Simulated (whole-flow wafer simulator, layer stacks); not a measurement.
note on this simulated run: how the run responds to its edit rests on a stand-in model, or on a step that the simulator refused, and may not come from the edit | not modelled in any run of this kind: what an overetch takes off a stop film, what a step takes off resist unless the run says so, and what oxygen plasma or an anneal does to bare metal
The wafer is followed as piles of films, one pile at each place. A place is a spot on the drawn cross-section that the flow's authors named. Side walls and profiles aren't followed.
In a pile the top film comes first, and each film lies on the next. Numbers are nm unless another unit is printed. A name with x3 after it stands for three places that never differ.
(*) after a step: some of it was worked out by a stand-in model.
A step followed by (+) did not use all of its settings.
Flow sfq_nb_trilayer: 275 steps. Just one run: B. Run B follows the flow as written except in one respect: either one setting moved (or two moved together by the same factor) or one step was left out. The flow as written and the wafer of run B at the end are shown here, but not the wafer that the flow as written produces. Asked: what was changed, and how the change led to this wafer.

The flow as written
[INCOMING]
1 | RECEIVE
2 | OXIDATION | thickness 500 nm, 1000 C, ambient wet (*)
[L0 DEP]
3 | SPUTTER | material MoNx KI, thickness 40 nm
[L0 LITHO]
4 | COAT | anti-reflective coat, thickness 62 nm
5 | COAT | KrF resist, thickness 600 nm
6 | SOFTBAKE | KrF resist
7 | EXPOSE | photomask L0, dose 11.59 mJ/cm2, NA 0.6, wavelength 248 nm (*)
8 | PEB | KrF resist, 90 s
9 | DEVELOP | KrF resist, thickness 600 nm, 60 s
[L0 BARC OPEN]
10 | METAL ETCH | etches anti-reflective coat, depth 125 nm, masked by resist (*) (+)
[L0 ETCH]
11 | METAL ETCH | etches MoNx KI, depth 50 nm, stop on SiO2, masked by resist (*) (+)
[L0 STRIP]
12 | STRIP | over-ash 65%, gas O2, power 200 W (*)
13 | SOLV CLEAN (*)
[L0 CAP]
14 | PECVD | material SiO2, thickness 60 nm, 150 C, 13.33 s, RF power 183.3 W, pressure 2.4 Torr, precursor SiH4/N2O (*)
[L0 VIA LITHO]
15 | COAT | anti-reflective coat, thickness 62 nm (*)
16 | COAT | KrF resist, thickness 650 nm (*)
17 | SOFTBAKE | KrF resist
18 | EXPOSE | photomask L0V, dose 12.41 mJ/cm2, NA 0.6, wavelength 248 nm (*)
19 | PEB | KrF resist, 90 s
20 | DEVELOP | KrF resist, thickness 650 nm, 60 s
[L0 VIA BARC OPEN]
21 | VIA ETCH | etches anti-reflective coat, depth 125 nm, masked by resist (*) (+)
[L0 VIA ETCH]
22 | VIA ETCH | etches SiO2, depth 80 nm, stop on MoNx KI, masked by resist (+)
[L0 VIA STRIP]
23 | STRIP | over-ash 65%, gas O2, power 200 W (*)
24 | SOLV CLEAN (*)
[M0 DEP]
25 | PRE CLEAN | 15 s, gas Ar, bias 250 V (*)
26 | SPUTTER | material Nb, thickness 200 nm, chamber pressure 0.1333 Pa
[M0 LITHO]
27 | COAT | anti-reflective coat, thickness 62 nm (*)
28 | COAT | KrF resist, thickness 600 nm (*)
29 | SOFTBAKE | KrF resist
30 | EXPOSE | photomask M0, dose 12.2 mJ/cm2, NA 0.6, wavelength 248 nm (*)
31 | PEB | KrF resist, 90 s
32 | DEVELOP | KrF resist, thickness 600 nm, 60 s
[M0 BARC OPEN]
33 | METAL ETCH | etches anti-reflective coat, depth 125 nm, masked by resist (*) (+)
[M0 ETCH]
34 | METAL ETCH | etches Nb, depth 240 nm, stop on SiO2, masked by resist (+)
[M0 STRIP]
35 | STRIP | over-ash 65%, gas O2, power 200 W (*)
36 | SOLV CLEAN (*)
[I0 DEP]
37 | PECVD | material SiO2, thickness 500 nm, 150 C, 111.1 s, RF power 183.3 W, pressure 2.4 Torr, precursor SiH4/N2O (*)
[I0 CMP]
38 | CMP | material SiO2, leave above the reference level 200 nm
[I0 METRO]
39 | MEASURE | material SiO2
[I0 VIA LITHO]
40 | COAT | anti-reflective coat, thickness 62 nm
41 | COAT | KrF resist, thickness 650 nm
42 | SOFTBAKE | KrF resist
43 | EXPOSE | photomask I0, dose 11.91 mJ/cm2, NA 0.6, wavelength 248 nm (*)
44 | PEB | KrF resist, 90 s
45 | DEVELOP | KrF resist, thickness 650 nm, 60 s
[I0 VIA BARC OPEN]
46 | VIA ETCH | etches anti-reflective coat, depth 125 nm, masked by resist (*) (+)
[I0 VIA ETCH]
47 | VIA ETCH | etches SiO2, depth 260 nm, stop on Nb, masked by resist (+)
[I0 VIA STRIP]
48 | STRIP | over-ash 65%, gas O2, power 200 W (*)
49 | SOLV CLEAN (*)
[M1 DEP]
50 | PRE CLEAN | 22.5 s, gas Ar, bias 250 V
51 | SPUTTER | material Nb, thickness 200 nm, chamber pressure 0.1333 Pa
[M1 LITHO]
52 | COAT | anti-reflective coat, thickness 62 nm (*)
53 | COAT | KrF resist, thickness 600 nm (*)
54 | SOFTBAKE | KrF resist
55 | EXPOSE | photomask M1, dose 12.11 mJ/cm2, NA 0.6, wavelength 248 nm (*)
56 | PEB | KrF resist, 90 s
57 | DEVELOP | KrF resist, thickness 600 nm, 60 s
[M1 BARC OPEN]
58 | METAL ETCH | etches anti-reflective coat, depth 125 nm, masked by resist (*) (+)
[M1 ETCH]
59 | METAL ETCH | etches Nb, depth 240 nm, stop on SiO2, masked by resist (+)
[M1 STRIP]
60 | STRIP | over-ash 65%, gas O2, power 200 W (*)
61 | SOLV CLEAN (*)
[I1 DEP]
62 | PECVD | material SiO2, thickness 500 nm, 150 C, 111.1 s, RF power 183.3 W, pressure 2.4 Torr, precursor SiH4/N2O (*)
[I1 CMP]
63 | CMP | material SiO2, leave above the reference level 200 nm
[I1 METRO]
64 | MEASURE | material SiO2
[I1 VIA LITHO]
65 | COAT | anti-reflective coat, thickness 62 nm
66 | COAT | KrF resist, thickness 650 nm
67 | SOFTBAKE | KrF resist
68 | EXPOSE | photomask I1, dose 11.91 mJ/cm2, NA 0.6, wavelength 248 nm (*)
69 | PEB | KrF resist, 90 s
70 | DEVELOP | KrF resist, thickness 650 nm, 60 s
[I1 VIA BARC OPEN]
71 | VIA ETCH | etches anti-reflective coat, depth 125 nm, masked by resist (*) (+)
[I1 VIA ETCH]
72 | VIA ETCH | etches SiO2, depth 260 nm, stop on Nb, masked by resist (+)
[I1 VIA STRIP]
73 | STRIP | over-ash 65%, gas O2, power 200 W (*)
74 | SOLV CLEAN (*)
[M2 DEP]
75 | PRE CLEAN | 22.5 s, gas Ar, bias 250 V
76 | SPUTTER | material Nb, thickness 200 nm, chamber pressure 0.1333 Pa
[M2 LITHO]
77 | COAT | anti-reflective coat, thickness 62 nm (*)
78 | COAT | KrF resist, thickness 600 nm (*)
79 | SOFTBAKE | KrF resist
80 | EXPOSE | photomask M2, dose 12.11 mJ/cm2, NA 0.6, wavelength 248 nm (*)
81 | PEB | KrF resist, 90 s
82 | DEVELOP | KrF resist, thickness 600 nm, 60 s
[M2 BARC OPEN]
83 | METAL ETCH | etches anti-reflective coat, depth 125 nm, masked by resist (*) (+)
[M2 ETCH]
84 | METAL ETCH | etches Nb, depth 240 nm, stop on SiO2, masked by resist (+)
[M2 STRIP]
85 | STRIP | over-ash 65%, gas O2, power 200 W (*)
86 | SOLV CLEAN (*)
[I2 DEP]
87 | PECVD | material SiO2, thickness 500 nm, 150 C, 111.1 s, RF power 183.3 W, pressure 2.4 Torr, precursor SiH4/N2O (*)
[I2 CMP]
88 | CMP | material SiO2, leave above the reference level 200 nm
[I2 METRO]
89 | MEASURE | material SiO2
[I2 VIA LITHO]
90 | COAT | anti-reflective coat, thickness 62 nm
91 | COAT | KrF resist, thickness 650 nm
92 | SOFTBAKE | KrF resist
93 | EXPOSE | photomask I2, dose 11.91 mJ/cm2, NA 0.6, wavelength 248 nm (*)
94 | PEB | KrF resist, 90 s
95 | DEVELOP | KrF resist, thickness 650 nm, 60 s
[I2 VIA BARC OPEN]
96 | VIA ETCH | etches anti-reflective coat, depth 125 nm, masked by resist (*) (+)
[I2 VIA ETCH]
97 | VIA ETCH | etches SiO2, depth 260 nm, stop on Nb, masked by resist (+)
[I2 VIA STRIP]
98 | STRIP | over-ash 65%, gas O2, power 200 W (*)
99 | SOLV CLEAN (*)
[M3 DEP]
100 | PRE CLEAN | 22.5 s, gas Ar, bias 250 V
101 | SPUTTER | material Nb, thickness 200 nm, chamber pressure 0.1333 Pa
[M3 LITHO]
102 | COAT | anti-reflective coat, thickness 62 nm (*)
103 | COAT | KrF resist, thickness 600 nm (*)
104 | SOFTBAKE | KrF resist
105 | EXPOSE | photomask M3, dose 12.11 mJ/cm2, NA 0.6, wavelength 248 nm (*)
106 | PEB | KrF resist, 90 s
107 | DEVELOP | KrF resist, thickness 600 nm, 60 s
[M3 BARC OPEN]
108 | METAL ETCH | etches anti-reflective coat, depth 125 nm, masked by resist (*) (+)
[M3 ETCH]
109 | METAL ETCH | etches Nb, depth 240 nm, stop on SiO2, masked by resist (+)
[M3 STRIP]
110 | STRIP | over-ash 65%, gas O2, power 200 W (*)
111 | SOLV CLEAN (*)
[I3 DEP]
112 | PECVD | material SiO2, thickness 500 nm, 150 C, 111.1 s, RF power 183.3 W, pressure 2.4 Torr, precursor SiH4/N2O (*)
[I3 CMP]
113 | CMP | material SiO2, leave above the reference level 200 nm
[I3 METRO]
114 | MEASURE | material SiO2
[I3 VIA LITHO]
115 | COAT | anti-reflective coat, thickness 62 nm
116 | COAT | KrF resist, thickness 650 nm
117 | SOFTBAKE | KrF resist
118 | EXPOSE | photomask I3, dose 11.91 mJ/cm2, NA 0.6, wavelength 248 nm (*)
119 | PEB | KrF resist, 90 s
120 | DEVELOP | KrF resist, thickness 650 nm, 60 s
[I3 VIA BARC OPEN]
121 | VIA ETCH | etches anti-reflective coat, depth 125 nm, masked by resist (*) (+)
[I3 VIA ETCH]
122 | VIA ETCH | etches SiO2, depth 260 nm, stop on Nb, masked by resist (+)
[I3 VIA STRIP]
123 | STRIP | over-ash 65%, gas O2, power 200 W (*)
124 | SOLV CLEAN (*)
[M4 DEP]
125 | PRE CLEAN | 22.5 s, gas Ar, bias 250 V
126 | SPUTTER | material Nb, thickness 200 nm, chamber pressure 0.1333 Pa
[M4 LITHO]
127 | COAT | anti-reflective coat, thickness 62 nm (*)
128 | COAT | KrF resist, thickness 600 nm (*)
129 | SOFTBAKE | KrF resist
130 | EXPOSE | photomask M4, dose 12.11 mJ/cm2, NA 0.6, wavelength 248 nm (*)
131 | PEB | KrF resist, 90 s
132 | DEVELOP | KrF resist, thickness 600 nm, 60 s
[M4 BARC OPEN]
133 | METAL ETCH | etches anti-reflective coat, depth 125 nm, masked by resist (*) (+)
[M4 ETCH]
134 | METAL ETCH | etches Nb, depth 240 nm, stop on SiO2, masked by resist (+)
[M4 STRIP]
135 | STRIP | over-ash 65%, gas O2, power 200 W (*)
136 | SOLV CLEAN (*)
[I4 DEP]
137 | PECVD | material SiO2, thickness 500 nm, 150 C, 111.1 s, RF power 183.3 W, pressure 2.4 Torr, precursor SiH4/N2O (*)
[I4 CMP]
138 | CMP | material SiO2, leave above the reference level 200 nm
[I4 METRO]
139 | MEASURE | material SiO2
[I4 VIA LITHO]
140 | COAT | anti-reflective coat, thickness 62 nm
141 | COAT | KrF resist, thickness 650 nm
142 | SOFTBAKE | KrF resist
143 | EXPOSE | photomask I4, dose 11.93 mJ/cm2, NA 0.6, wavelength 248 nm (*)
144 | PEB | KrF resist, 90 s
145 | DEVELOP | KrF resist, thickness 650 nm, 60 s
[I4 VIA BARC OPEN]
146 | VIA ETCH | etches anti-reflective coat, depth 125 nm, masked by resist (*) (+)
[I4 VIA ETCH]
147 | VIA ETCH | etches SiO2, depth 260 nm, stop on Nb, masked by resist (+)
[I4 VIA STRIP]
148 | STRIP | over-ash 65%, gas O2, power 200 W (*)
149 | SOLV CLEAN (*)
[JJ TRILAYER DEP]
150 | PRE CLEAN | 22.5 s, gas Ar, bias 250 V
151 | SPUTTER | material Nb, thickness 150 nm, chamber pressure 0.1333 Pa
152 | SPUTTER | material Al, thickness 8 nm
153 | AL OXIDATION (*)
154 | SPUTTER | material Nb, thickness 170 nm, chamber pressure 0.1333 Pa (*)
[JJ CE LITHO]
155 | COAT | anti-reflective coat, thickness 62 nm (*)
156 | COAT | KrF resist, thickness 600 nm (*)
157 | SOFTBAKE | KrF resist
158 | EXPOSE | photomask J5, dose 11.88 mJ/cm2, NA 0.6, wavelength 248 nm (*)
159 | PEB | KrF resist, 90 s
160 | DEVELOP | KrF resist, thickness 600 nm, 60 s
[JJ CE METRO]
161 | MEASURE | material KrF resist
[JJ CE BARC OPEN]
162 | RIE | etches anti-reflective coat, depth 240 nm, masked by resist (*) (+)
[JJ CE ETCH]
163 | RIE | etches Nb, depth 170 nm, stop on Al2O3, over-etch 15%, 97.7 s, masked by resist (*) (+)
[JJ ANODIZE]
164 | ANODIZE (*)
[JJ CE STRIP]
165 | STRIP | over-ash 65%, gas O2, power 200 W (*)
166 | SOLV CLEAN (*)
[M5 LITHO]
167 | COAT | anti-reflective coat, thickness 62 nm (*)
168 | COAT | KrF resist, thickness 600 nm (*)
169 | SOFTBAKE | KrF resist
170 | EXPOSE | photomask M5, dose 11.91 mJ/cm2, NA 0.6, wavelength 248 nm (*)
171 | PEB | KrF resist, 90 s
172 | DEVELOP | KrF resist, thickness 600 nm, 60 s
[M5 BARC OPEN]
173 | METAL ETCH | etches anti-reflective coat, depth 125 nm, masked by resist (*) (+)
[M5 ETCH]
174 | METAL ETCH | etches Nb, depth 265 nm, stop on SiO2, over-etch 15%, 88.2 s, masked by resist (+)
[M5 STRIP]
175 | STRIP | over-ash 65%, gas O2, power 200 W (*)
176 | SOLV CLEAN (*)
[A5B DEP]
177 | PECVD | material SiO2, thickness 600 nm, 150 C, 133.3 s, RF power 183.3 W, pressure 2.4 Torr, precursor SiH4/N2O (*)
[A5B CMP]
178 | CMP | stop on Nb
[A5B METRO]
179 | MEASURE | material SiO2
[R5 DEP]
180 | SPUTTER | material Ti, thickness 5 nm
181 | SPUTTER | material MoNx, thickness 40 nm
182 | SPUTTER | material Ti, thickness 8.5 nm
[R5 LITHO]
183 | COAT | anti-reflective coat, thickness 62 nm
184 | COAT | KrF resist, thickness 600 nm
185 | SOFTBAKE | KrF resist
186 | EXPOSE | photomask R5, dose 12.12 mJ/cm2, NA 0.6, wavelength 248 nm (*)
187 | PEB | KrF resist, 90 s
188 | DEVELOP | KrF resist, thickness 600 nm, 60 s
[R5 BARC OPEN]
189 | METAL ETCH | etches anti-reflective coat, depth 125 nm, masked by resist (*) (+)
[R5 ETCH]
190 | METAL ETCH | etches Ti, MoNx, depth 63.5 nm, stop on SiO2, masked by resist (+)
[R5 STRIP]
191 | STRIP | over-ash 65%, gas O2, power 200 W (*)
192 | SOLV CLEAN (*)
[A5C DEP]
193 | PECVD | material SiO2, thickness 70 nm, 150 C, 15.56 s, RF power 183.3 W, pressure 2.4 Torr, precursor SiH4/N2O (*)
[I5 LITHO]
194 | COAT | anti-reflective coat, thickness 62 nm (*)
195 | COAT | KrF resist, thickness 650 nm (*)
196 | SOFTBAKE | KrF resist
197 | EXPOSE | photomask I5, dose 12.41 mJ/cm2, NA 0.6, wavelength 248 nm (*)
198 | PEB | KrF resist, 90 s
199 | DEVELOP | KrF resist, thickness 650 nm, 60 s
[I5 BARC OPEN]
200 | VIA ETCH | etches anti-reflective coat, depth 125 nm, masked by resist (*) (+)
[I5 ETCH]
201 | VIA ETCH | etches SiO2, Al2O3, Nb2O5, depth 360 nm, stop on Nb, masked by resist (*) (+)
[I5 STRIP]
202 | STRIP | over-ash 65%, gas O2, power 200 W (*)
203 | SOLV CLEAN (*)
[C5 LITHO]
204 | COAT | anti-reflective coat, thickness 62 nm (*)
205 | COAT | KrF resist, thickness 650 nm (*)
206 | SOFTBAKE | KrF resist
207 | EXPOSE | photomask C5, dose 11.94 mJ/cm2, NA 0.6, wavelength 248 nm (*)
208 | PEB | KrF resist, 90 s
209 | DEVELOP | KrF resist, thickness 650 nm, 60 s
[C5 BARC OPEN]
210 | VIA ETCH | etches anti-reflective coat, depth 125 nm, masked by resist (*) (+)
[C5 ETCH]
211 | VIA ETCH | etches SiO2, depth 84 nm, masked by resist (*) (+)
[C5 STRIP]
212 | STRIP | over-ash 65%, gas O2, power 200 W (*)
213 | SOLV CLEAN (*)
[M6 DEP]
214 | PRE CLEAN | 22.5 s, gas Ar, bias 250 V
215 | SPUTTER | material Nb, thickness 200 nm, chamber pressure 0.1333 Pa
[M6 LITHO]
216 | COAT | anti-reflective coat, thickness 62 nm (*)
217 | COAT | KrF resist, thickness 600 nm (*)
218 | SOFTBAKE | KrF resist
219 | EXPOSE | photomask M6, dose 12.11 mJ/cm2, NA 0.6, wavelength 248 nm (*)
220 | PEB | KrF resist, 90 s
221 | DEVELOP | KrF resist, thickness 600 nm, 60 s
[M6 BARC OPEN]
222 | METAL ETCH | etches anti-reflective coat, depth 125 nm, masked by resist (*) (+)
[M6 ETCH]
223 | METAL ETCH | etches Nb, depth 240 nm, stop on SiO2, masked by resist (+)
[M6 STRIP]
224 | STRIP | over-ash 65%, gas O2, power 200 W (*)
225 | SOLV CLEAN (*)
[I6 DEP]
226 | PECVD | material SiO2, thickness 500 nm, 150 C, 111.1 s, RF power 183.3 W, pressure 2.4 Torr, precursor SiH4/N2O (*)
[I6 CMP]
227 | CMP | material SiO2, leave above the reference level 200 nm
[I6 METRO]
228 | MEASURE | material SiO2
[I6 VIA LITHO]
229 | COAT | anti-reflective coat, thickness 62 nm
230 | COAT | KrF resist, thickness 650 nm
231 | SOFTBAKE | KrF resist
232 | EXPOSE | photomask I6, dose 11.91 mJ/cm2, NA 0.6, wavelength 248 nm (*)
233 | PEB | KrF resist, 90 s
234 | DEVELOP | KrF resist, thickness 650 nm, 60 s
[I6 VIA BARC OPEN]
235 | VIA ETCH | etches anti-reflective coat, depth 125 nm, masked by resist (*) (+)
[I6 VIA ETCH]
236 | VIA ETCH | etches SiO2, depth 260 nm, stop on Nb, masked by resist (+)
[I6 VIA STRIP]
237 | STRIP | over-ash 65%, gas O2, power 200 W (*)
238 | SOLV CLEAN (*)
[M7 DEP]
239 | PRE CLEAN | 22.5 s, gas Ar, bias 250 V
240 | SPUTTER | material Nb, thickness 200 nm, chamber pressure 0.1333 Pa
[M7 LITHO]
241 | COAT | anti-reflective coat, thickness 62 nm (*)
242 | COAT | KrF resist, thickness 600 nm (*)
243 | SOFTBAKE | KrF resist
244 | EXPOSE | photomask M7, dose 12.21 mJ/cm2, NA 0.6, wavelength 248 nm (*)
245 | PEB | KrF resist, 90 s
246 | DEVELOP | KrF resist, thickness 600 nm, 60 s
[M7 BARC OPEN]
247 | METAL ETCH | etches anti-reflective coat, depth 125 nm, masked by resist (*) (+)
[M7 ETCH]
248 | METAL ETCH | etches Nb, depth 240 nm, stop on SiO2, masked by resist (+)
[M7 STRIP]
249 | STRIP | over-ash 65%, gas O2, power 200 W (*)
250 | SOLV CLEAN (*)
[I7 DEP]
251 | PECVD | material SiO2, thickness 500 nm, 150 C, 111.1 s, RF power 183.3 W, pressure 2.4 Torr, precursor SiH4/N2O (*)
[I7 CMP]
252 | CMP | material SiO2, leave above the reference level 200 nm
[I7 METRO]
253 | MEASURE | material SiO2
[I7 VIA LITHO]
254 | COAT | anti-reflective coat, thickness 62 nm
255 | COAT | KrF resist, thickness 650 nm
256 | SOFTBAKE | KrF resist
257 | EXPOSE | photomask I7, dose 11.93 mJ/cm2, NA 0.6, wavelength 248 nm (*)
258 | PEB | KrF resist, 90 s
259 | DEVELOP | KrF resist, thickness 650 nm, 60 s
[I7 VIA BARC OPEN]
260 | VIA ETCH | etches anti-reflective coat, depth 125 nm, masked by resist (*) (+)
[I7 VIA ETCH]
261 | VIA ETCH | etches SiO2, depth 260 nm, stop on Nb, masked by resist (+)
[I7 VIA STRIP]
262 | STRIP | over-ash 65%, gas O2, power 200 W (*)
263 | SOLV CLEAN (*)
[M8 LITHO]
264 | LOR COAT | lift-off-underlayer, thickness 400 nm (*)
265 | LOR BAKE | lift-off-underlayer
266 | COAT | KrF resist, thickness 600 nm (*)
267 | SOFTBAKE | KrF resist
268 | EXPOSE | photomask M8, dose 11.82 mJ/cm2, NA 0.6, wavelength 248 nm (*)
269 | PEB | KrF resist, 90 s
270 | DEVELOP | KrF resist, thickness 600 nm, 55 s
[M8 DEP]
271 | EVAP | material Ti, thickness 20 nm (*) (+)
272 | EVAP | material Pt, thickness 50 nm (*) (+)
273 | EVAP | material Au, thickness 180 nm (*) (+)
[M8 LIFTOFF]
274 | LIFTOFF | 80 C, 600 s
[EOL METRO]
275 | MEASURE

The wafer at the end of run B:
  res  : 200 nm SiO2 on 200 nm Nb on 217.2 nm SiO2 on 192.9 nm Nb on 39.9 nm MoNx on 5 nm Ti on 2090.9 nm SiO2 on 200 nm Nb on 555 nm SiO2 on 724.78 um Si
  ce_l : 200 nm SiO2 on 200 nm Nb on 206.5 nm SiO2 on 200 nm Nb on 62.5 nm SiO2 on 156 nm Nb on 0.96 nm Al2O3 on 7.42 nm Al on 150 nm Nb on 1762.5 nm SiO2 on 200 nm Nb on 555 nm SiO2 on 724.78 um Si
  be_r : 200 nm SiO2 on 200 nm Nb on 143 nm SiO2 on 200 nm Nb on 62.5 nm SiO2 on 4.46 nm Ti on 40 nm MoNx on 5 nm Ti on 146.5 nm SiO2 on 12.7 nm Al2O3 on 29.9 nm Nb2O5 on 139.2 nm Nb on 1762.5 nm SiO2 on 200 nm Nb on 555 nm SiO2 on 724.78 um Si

What caused this: step 182, SPUTTER: thickness 4.46 nm was run, while the flow as written has thickness 8.5 nm.
One can read it off the wafer: be_r has Ti 4.46, and step 182 as written asks for 8.5 nm.

The path from the change to this, step by step:
  182 | SPUTTER | material Ti, thickness 8.5 nm
      field_l, v_sur, via_wl and 103 more: +4.46 Ti (new film) (as written it would have been: +8.5 Ti (new film))
  190 | METAL ETCH | etches Ti, MoNx, depth 63.5 nm, stop on SiO2, masked by resist (+)
      field_l, v_sur, via_wl and 92 more: -4.46 Ti (all of it), -40 MoNx (all of it), -5 Ti (all of it) (as written it would have been: -8.5 Ti (all of it), -40 MoNx (all of it), -5 Ti (all of it))
      ce_l, c5j, ce_r, wl_jj: -4.46 Ti (all of it), -40 MoNx (all of it), -5 Ti (all of it), -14 Nb (as written it would have been: -8.5 Ti (all of it), -40 MoNx (all of it), -5 Ti (all of it), -10 Nb)
  194 | COAT | anti-reflective coat, thickness 62 nm (*)
      r5r_spacepad_l, r5r_spacepad_r: +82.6 anti-reflective coat (new film) (as written it would have been: +84.4 anti-reflective coat (new film))
      ce_l: +69 anti-reflective coat (new film) (as written it would have been: +67.2 anti-reflective coat (new film))
      (and at 2 other places as well)
  202 | STRIP | over-ash 65%, gas O2, power 200 W (*)
      r5r_spacepad_l, r5r_spacepad_r: -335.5 KrF resist (all of it), -82.6 anti-reflective coat (all of it) (as written it would have been: -335.6 KrF resist (all of it), -84.4 anti-reflective coat (all of it))
      ce_l: -342.6 KrF resist (all of it), -69 anti-reflective coat (all of it) (as written it would have been: -341.5 KrF resist (all of it), -67.2 anti-reflective coat (all of it))
      (and at 2 other places as well)
  204 | COAT | anti-reflective coat, thickness 62 nm (*)
      r5r_spacepad_l, r5r_spacepad_r: +82.6 anti-reflective coat (new film) (as written it would have been: +84.4 anti-reflective coat (new film))
      ce_l: +67.8 anti-reflective coat (new film) (as written it would have been: +66 anti-reflective coat (new film))
      (and at 2 other places as well)
  212 | STRIP | over-ash 65%, gas O2, power 200 W (*)
      r5r_spacepad_l, r5r_spacepad_r: -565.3 KrF resist (all of it), -82.6 anti-reflective coat (all of it) (as written it would have been: -565.8 KrF resist (all of it), -84.4 anti-reflective coat (all of it))
      ce_l: -568.2 KrF resist (all of it), -67.8 anti-reflective coat (all of it) (as written it would have been: -567.4 KrF resist (all of it), -66 anti-reflective coat (all of it))
      (and at 2 other places as well)
  214 | PRE CLEAN | 22.5 s, gas Ar, bias 250 V
      res: -4.46 Ti (all of it), -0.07 MoNx (as written it would have been: -4.53 Ti)
  216 | COAT | anti-reflective coat, thickness 62 nm (*)
      r5r_spacepad_l, r5r_spacepad_r: +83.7 anti-reflective coat (new film) (as written it would have been: +85.7 anti-reflective coat (new film))
      ce_l: +49.3 anti-reflective coat (new film) (as written it would have been: +48 anti-reflective coat (new film))
      (and at 2 other places as well)
  222 | METAL ETCH | etches anti-reflective coat, depth 125 nm, masked by resist (*) (+)
      r5r_spacepad_l, r5r_spacepad_r: -83.7 anti-reflective coat (all of it) (as written it would have been: -85.7 anti-reflective coat (all of it))
  224 | STRIP | over-ash 65%, gas O2, power 200 W (*)
      ce_l: -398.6 KrF resist (all of it), -49.3 anti-reflective coat (all of it) (as written it would have been: -397.1 KrF resist (all of it), -48 anti-reflective coat (all of it))
      ce_r: -404.6 KrF resist (all of it), -50 anti-reflective coat (all of it) (as written it would have been: -403.5 KrF resist (all of it), -48.8 anti-reflective coat (all of it))
      (and at 1 other place as well)
  227 | CMP | material SiO2, leave above the reference level 200 nm
      r5r_line_l, r5r_line_c, r5r_line_r: -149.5 SiO2 (as written it would have been: -153.5 SiO2)
      r5r_spacepad_l, r5r_spacepad_r: -147 SiO2 (as written it would have been: -153.5 SiO2)
